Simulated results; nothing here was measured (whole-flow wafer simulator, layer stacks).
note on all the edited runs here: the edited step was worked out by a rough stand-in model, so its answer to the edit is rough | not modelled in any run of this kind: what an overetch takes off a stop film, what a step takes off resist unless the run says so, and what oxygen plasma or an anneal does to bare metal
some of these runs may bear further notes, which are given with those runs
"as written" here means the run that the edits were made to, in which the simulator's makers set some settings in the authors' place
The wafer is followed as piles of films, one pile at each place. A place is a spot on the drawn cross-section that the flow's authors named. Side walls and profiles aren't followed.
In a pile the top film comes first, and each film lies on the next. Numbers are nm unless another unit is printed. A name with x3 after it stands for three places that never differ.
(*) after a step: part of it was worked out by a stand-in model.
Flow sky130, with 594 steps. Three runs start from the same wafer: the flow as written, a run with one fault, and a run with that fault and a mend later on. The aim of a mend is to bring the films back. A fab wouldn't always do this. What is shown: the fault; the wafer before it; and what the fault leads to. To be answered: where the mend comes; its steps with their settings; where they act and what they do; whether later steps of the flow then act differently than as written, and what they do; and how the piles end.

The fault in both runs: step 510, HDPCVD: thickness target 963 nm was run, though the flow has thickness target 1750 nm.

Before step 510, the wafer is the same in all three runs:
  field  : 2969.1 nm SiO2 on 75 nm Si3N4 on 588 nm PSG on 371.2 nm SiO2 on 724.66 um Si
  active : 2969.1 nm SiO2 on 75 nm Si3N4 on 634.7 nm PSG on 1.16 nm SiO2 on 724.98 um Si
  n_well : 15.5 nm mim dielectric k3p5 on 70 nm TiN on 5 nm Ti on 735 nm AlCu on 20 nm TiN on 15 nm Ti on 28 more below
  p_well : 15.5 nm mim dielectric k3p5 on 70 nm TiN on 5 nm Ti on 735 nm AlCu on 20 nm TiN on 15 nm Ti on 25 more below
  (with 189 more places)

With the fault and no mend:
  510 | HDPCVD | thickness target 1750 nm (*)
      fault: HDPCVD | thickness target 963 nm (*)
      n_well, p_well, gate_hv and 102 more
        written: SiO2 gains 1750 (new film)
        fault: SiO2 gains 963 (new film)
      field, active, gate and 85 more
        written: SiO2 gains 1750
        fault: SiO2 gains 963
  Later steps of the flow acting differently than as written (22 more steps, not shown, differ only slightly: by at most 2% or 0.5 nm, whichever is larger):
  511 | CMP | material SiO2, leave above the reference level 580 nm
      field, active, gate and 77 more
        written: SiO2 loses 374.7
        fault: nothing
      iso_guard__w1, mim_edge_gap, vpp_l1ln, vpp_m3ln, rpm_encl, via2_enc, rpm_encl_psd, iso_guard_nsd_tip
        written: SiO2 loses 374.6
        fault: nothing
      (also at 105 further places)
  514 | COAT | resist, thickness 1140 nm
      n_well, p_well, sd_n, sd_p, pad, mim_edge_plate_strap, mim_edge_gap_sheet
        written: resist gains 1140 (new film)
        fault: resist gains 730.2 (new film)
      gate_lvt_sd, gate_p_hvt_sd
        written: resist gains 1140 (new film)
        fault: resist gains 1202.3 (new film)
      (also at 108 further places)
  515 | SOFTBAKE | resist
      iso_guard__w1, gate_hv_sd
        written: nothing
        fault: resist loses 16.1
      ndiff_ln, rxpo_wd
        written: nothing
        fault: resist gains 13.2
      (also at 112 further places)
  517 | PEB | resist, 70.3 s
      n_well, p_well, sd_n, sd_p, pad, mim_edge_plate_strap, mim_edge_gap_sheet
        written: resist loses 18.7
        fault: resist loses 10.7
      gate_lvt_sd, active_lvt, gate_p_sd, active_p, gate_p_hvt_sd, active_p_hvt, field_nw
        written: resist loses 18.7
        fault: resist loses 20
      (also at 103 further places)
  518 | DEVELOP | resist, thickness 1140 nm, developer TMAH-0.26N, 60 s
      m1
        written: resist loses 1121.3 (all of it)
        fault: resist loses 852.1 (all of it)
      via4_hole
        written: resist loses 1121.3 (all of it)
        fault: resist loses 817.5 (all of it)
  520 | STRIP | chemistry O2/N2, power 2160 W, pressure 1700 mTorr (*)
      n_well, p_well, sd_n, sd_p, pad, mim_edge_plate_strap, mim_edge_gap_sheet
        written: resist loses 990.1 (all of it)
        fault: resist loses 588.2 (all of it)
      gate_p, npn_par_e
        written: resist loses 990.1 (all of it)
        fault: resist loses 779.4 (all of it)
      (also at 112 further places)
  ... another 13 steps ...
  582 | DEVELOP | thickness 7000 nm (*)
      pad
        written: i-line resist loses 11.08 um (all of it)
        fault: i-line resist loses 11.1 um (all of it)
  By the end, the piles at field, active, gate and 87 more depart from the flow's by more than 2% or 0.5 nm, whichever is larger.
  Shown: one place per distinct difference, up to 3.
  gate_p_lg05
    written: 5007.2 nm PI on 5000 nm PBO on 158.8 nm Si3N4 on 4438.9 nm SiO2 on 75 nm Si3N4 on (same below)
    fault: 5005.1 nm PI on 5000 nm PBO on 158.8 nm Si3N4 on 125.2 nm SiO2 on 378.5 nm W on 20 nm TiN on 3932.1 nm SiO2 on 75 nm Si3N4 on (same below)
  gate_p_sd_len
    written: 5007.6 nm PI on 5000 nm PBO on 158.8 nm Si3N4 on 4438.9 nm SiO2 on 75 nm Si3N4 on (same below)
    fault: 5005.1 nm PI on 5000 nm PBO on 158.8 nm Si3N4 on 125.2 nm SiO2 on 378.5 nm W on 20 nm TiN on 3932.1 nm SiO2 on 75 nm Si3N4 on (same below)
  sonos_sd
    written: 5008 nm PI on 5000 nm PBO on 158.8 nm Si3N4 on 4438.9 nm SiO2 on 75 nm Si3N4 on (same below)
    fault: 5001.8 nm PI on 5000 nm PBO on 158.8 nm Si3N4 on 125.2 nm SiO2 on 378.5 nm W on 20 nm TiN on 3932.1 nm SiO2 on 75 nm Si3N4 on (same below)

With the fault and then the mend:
  The mend stands after step 510.
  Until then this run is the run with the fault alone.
  510a | HDPCVD | thickness target 787 nm (*) (a further turn of the flow's step 510, with different settings)
      field, active, n_well and 190 more
        SiO2 gains 787
  None of the later steps of the flow acts differently than as written at any place that is followed.
  The piles end the same as the flow's at every place that both follow.
